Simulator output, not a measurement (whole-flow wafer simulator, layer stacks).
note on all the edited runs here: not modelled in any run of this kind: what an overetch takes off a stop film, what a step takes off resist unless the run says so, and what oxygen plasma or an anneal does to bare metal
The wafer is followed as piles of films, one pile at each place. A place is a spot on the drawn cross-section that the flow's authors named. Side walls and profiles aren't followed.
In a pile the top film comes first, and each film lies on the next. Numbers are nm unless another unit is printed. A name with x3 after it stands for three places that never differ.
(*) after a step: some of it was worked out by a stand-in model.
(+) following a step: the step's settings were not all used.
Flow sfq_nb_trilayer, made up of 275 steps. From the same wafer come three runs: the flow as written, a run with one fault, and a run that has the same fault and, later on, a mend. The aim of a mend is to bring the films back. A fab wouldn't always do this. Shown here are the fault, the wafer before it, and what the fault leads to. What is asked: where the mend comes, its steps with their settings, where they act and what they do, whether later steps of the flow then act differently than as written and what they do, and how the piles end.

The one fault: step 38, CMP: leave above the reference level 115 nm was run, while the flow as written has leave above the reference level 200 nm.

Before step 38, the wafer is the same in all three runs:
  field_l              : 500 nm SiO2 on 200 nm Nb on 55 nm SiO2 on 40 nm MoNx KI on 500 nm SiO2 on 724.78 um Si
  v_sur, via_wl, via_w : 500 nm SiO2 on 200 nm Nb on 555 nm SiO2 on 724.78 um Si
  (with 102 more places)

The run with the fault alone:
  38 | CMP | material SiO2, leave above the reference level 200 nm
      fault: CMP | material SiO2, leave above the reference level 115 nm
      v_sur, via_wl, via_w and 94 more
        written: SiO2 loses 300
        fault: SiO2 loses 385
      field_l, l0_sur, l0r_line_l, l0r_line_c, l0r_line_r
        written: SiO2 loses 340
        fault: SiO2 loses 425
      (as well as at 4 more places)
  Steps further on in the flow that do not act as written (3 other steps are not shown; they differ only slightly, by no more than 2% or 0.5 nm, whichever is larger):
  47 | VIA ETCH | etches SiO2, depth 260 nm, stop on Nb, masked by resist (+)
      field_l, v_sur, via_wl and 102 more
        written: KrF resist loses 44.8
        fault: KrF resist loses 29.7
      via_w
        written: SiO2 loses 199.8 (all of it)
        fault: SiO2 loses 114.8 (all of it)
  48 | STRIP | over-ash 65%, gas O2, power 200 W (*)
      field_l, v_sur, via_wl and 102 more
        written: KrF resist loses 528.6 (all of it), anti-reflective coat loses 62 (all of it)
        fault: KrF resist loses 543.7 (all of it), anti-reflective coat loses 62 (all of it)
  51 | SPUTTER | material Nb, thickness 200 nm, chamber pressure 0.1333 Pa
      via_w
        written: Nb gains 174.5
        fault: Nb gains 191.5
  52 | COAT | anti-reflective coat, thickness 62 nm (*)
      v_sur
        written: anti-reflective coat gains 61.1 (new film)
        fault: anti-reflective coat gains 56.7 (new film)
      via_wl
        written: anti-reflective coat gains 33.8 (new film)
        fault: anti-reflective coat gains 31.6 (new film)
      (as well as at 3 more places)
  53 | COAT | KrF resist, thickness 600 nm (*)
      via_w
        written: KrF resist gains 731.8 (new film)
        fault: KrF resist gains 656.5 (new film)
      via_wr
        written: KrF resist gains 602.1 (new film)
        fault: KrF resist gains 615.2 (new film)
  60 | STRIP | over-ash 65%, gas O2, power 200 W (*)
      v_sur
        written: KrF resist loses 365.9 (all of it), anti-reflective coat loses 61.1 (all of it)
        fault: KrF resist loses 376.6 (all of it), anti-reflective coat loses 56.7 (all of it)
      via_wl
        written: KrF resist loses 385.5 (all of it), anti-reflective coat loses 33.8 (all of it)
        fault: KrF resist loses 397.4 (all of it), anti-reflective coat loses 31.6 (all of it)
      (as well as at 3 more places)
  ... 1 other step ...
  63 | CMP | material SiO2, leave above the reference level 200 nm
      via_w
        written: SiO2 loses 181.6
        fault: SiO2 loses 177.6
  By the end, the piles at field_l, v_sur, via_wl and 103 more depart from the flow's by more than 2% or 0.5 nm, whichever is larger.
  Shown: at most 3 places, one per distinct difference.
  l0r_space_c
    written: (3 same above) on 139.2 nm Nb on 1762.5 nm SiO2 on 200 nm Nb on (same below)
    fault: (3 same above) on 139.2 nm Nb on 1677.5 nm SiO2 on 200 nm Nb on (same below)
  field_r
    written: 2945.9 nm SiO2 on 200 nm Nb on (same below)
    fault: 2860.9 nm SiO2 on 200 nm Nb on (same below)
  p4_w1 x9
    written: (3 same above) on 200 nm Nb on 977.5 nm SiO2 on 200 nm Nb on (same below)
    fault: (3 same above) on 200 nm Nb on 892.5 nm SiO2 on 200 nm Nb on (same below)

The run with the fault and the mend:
  The mend stands after step 39.
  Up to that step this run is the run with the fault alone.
  39a | PECVD | material SiO2, thickness 85 nm, 150 C, 18.89 s, RF power 183.3 W, pressure 2.4 Torr, precursor SiH4/N2O (the flow's step 37, run once more with other settings)
      field_l, v_sur, via_wl and 103 more
        SiO2 gains 85
  None of the later steps of the flow acts differently than as written at any place that is followed.
  At every place that both follow, the piles at the end match the flow's.
